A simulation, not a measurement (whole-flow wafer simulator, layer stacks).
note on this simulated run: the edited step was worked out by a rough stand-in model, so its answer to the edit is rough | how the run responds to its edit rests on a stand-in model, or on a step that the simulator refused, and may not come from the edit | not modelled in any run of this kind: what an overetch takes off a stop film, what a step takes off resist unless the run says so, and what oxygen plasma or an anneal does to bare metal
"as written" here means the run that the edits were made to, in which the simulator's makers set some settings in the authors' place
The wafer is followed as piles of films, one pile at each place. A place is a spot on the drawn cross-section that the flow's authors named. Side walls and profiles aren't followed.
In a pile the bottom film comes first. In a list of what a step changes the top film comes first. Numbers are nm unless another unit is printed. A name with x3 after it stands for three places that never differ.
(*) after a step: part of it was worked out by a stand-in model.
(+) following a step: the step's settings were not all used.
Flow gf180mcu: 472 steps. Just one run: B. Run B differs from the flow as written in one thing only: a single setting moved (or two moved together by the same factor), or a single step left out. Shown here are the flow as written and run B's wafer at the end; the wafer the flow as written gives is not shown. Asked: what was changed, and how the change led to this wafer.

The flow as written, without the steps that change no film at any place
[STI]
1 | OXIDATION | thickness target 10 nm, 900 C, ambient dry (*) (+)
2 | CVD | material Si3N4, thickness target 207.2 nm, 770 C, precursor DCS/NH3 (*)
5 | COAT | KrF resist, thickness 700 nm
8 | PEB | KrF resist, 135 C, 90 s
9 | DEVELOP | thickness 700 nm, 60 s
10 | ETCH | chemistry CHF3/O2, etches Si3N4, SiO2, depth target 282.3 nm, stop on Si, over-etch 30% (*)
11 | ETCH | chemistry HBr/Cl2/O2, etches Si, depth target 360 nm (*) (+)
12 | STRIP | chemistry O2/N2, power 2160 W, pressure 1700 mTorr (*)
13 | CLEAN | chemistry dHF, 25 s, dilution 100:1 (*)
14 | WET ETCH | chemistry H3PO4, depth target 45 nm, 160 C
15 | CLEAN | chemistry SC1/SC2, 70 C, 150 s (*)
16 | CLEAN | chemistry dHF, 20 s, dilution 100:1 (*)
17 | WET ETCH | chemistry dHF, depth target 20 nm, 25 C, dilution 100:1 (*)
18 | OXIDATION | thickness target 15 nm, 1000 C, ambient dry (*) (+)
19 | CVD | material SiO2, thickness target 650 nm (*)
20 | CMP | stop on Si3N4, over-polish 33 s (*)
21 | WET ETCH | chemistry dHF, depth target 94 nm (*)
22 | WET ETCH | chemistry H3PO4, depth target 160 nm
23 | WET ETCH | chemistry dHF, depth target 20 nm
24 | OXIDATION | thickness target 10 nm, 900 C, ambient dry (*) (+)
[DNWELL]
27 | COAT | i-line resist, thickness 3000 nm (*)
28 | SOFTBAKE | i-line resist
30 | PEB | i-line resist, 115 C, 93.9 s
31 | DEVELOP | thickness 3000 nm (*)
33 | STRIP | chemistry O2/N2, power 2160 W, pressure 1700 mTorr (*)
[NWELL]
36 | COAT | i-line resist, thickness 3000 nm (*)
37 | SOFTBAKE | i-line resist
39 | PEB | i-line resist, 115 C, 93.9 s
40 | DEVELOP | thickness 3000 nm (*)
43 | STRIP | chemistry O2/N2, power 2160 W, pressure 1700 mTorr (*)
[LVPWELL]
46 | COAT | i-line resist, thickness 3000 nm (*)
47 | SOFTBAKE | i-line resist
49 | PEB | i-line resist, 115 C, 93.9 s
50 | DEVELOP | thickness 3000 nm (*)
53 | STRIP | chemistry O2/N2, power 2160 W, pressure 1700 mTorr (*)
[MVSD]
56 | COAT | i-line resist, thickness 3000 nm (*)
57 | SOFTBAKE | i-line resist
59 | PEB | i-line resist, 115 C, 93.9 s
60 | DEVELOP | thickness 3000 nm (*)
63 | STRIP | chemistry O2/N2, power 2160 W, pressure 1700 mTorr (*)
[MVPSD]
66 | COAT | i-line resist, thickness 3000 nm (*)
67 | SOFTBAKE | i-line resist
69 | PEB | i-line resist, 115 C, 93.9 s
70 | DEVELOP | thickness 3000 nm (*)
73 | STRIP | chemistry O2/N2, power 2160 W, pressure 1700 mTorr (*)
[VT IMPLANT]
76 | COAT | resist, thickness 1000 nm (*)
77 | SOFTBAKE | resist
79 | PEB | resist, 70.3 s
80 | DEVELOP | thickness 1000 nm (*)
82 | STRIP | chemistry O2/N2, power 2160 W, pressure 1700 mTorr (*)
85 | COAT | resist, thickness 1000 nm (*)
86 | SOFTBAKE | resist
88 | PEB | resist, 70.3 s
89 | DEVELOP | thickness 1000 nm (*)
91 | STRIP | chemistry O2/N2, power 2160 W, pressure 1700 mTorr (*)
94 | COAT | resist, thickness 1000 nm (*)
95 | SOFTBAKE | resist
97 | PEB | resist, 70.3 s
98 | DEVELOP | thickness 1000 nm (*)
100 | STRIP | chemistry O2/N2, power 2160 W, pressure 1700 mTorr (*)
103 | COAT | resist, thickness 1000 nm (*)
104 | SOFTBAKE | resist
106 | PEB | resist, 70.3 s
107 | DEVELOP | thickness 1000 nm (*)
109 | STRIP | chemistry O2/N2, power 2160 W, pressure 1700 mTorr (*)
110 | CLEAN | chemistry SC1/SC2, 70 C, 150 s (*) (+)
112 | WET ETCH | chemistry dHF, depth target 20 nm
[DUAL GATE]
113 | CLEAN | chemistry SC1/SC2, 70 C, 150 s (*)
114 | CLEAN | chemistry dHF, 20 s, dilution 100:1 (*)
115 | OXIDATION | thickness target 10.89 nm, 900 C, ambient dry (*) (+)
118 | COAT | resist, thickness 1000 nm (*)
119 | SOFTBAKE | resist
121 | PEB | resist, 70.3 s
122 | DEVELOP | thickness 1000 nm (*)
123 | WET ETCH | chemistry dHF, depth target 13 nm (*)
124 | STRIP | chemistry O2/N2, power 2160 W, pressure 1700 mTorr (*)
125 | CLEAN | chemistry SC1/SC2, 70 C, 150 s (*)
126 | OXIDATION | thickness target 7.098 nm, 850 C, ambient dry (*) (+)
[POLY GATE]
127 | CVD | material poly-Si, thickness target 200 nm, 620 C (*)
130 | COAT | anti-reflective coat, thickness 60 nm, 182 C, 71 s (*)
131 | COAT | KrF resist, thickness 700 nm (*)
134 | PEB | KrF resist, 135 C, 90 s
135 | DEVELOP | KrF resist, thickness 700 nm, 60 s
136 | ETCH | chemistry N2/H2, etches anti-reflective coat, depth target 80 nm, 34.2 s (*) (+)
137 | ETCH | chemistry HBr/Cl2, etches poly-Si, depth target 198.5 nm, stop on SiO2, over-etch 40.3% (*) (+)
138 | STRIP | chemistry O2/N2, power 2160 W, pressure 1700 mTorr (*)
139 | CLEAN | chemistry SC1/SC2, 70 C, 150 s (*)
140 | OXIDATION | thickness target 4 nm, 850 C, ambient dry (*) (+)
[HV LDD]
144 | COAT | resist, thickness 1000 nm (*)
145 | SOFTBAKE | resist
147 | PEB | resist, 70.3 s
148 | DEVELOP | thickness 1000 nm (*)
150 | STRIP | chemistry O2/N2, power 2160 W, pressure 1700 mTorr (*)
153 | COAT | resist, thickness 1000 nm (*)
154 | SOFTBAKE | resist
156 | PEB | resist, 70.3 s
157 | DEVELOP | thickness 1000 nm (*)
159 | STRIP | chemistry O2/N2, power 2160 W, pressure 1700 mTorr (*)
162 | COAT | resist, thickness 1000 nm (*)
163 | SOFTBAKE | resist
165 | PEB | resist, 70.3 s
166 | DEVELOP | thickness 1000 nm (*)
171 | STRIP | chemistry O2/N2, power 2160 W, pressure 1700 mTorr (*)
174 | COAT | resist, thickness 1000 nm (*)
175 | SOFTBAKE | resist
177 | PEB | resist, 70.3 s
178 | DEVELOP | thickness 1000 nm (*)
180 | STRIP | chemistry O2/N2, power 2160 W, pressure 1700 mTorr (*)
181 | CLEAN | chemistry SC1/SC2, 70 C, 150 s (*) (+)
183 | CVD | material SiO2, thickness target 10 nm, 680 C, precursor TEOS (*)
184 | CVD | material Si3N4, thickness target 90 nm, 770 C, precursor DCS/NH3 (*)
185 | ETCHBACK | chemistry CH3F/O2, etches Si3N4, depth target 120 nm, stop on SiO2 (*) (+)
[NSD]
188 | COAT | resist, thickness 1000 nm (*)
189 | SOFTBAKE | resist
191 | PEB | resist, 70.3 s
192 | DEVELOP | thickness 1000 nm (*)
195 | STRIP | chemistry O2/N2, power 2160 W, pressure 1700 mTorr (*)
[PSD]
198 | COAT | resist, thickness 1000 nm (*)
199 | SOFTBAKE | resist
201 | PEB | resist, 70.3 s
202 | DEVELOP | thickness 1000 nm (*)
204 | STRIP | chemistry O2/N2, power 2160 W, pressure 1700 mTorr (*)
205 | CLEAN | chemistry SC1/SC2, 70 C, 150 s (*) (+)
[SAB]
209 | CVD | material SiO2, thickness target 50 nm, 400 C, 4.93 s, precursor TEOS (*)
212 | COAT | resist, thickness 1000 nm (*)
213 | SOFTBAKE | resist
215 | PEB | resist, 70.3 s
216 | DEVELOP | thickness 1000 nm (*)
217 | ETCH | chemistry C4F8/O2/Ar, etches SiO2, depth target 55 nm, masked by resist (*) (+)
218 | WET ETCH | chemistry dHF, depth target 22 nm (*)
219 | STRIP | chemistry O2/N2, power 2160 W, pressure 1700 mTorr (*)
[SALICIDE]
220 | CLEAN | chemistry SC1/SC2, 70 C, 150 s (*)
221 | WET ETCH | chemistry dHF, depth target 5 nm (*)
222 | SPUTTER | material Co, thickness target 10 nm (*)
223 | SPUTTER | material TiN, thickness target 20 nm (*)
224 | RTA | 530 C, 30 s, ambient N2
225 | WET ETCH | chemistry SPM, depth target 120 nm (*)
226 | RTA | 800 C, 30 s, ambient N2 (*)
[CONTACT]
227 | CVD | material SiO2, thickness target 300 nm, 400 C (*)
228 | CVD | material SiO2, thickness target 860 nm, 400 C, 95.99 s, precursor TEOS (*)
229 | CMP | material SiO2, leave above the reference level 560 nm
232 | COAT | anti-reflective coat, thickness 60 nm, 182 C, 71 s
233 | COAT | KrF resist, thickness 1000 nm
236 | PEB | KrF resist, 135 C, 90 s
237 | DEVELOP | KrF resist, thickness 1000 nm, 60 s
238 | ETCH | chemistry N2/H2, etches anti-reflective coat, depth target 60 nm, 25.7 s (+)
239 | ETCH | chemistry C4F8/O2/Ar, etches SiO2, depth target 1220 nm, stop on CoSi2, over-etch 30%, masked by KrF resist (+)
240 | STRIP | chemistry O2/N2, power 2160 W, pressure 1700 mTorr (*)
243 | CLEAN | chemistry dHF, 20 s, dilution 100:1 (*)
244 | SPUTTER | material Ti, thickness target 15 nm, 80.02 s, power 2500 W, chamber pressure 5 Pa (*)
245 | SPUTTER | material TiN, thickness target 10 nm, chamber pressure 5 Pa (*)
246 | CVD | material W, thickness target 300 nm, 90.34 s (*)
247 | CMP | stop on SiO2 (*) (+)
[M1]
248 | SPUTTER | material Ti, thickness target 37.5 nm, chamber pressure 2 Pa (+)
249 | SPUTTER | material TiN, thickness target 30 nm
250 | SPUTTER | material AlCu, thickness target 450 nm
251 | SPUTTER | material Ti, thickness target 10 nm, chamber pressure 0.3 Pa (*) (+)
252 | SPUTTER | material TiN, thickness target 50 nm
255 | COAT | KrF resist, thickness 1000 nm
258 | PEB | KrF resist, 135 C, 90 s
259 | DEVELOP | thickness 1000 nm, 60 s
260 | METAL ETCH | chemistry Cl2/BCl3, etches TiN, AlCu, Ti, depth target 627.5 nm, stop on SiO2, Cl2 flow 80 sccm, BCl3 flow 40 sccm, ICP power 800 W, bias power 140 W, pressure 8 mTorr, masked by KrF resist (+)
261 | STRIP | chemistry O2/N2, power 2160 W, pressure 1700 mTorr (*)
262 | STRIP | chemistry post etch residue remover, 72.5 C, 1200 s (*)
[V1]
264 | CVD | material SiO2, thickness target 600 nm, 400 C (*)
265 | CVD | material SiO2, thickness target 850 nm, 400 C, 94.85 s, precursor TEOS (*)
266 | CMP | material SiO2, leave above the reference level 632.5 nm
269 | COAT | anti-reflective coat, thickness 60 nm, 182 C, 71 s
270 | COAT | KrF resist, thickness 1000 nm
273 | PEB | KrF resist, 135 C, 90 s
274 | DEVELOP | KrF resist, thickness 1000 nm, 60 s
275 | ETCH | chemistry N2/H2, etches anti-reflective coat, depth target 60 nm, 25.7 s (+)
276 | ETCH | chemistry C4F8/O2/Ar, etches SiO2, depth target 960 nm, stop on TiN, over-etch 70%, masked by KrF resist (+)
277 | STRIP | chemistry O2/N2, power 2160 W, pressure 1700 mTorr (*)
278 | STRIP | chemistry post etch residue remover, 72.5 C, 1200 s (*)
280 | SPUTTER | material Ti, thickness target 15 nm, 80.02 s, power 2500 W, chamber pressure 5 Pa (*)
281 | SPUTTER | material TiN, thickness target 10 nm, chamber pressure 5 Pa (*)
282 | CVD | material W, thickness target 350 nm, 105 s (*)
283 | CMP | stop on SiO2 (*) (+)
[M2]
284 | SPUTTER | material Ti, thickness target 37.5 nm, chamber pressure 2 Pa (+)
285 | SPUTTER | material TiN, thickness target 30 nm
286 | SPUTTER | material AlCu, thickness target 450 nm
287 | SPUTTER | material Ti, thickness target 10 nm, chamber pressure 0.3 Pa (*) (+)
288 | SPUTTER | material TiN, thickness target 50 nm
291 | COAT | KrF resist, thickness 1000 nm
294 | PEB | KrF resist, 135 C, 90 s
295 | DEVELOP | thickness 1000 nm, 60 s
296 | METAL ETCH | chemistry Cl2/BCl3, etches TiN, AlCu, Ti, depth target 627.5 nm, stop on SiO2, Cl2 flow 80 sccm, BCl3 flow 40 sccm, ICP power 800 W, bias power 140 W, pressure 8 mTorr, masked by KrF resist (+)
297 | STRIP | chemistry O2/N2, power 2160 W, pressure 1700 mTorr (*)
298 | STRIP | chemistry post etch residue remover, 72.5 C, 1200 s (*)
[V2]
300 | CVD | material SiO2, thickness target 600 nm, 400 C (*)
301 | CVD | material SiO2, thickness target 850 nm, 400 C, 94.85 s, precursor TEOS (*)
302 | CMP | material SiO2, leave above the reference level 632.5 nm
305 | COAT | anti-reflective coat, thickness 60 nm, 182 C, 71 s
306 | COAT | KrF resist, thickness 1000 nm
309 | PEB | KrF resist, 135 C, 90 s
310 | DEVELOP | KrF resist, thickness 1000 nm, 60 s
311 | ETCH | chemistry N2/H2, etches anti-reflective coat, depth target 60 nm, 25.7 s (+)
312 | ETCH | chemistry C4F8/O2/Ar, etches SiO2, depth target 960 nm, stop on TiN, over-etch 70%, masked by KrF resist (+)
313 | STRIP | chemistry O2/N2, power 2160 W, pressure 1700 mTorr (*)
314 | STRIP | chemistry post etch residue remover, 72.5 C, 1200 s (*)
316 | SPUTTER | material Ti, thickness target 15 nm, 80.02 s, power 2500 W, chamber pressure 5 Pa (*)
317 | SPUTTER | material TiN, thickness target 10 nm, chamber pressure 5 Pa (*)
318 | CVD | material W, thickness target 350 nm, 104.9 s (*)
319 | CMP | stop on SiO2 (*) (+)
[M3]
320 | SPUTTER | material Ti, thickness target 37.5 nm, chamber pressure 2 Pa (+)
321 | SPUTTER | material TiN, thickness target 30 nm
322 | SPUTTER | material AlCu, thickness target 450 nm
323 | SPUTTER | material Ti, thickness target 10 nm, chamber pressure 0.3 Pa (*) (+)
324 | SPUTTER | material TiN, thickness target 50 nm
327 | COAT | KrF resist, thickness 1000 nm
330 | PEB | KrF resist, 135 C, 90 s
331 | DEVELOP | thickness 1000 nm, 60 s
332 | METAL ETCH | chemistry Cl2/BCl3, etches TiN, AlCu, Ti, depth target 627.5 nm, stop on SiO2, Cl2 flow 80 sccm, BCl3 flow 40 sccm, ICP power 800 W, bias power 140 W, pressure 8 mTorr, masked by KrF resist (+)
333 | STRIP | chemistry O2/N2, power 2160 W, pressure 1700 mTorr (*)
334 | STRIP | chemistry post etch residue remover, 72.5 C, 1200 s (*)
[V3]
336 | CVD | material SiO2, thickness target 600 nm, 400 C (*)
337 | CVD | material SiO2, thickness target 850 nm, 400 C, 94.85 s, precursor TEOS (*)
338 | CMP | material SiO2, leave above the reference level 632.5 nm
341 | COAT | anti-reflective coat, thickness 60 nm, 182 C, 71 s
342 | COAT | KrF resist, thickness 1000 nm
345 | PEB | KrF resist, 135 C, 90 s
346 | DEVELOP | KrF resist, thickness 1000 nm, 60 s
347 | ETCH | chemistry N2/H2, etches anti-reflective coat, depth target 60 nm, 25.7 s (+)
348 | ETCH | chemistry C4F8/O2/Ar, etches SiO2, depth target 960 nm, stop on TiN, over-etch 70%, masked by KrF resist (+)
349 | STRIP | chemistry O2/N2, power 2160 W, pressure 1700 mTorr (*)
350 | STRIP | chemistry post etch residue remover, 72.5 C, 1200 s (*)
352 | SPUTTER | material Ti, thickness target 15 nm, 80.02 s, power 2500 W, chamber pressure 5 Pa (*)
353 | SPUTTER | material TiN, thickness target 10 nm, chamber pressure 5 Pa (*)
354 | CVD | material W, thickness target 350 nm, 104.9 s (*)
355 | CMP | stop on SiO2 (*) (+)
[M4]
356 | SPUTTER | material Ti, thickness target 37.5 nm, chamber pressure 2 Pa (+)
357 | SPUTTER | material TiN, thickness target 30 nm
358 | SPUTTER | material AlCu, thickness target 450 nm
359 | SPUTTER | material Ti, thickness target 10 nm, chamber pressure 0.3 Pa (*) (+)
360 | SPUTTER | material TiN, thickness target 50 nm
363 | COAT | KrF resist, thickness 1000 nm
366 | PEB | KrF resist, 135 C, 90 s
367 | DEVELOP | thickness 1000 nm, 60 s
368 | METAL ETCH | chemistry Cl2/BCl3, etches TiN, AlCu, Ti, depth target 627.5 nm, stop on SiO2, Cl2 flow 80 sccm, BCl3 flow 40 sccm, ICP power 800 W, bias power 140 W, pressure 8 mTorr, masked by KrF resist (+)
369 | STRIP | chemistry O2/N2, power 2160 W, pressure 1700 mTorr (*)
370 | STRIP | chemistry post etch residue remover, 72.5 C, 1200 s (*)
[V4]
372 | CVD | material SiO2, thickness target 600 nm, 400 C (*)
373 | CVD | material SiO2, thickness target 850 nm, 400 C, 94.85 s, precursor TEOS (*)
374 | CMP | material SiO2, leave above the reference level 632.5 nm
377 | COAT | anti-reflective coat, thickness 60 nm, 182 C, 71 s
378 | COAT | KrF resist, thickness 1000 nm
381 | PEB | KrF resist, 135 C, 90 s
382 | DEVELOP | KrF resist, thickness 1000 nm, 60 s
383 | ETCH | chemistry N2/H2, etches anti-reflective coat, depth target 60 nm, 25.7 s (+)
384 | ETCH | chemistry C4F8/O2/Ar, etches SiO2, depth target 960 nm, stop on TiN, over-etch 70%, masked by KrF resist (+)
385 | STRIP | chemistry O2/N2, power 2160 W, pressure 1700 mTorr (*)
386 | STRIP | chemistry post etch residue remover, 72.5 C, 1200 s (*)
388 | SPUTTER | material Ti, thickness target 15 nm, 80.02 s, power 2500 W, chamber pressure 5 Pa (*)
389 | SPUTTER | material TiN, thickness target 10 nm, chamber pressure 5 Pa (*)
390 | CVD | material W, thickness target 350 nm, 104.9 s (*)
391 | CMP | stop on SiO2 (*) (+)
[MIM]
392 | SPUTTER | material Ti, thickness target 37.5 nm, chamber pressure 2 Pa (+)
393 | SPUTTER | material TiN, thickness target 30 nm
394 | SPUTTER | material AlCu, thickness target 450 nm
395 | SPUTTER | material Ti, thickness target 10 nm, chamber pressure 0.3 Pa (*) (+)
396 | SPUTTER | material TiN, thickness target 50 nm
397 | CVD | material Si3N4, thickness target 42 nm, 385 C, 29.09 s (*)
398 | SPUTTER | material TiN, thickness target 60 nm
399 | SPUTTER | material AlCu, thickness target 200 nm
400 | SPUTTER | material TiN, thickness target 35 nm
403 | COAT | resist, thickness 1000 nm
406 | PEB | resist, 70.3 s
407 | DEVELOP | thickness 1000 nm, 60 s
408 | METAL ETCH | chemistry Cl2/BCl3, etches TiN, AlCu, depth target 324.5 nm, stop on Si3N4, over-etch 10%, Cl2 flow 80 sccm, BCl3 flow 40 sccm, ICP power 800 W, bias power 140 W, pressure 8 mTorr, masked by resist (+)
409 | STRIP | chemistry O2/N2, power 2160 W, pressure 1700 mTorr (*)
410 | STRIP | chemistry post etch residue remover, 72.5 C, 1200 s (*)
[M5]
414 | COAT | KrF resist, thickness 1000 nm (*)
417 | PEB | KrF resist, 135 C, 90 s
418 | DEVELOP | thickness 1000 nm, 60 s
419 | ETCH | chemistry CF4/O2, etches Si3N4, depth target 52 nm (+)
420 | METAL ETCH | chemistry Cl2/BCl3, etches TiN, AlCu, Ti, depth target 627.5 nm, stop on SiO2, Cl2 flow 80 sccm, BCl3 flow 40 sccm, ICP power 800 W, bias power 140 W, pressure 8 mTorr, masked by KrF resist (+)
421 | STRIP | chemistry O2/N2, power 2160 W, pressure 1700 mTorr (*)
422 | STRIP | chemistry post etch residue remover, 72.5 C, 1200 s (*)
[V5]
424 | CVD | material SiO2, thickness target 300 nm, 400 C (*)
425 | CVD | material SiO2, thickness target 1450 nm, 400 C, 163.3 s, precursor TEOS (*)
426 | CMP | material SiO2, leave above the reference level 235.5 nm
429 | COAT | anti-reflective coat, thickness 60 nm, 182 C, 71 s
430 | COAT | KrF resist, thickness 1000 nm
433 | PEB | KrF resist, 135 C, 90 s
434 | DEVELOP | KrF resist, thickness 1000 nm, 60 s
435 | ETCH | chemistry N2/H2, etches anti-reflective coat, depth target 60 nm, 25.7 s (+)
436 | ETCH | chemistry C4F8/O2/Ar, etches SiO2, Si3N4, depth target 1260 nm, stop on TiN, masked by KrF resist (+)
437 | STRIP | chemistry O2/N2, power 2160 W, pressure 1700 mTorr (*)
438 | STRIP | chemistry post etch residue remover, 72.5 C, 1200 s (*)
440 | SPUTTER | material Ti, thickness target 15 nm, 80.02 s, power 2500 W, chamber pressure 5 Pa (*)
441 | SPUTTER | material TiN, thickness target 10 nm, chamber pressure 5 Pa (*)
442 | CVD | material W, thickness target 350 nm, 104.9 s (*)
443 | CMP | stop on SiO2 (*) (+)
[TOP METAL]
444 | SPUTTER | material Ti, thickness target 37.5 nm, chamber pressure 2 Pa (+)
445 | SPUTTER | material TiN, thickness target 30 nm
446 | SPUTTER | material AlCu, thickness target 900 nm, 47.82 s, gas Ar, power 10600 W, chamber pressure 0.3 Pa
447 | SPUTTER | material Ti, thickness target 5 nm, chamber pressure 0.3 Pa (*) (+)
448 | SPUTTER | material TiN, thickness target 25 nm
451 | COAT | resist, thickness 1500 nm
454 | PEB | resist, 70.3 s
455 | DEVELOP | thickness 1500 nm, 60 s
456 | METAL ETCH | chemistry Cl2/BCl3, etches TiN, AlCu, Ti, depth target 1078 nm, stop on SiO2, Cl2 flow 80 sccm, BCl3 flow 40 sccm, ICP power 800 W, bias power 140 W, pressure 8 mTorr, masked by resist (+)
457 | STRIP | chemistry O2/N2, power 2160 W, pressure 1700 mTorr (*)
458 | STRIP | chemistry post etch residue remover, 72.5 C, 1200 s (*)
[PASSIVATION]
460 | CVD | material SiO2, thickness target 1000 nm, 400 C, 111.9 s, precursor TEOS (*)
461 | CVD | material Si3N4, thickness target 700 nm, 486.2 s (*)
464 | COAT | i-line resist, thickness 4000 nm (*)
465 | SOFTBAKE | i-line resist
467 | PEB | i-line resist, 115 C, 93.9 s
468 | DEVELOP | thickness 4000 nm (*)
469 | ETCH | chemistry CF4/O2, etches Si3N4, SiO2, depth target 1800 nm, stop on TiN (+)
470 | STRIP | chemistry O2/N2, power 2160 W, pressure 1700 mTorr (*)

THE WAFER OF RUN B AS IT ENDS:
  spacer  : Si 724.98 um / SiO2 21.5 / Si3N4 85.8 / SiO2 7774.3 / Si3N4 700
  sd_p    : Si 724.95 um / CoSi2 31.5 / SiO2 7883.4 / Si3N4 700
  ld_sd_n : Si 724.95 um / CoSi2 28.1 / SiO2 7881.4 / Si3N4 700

Cause: step 183, CVD: thickness target 14.3 nm was run, while the flow as written has thickness target 10 nm.

How this came from the change, step by step:
  183 | CVD | material SiO2, thickness target 10 nm, 680 C, precursor TEOS (*)
      field, field__w1, field__w2 and 99 more: +14.3 SiO2 (it would be, as written: +10 SiO2)
      ld_drift_p: +14.1 SiO2 (it would be, as written: +9.87 SiO2)
      (as well as at 1 more place)
  189 | SOFTBAKE | resist
      field__w9: -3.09 resist (it would be, as written: +6.92 resist)
      field_sub__w1: +9.76 resist (it would be, as written: +7.47 resist)
  199 | SOFTBAKE | resist
      field__w9: -3.09 resist (it would be, as written: +6.92 resist)
      field_sub__w1: +9.76 resist (it would be, as written: +7.47 resist)
  218 | WET ETCH | chemistry dHF, depth target 22 nm (*)
      gate, gate_hv, gate_p and 23 more: -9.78 SiO2 (all of it) (it would be, as written: -5.48 SiO2 (all of it))
      field, sti, mim_1p0 and 13 more: -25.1 SiO2 (it would be, as written: -24.5 SiO2)
      (as well as at 56 more places)
  229 | CMP | material SiO2, leave above the reference level 560 nm
      mim: -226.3 SiO2 (it would be, as written: -221.5 SiO2)
